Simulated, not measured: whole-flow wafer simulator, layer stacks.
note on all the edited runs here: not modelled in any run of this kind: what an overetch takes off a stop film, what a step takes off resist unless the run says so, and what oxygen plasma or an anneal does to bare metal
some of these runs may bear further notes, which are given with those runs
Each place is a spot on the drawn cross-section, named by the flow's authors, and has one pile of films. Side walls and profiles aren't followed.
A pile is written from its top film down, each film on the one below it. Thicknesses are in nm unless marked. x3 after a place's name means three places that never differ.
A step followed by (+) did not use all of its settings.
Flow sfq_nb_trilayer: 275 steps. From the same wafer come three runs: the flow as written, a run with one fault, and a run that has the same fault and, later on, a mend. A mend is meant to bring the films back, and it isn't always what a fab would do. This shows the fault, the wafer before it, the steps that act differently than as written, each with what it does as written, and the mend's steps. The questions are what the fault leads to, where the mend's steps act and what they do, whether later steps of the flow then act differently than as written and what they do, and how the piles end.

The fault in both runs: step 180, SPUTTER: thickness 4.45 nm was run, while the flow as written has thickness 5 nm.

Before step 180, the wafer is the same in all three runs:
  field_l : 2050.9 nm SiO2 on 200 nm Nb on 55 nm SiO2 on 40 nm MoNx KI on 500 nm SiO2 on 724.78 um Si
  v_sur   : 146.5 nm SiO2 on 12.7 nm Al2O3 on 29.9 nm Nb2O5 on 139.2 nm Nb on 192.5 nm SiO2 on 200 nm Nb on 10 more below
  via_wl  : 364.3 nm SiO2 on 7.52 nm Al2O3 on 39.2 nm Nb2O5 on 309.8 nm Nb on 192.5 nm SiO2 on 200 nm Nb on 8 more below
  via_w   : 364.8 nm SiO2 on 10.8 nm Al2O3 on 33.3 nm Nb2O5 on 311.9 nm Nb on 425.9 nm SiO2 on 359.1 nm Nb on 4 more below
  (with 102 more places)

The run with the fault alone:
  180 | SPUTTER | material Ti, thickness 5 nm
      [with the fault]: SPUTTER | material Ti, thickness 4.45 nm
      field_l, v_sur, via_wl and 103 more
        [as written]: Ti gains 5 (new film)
        [with the fault]: Ti gains 4.45 (new film)
  Steps further on in the flow that do not act as written (18 more steps, not shown, differ only slightly: by at most 2% or 0.5 nm, whichever is larger):
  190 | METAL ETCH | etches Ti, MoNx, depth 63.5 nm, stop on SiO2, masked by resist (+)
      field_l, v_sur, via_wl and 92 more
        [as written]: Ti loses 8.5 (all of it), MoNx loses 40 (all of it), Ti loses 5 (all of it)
        [with the fault]: Ti loses 8.5 (all of it), MoNx loses 40 (all of it), Ti loses 4.45 (all of it)
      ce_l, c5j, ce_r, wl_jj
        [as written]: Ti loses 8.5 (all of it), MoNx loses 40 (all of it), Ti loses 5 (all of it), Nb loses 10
        [with the fault]: Ti loses 8.5 (all of it), MoNx loses 40 (all of it), Ti loses 4.45 (all of it), Nb loses 10.6
  At be_r, r_sur, res, r_end, r5r_line_l, r5r_line_c, r5r_line_r, the piles at the end differ from the flow's by more than 2% or 0.5 nm, whichever is larger.
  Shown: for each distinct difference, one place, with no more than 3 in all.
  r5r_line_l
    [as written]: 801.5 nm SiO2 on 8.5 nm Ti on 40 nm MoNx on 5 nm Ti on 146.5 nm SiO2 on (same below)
    [with the fault]: 802 nm SiO2 on 8.5 nm Ti on 40 nm MoNx on 4.45 nm Ti on 146.5 nm SiO2 on (same below)
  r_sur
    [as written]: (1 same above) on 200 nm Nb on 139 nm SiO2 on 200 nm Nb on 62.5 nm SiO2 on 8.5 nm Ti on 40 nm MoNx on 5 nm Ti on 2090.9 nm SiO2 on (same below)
    [with the fault]: (1 same above) on 200 nm Nb on 139.6 nm SiO2 on 200 nm Nb on 62.5 nm SiO2 on 8.5 nm Ti on 40 nm MoNx on 4.45 nm Ti on 2090.9 nm SiO2 on (same below)
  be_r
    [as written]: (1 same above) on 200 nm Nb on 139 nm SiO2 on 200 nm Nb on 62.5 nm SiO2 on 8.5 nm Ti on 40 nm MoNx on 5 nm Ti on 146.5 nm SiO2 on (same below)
    [with the fault]: (1 same above) on 200 nm Nb on 139.6 nm SiO2 on 200 nm Nb on 62.5 nm SiO2 on 8.5 nm Ti on 40 nm MoNx on 4.45 nm Ti on 146.5 nm SiO2 on (same below)

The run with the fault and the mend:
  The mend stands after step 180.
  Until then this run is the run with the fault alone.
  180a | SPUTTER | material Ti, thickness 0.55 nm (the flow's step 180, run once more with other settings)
      field_l, v_sur, via_wl and 103 more
        Ti gains 0.55
  None of the later steps of the flow acts differently than as written at any place that is followed.
  The piles end the same as the flow's at every place that both follow.
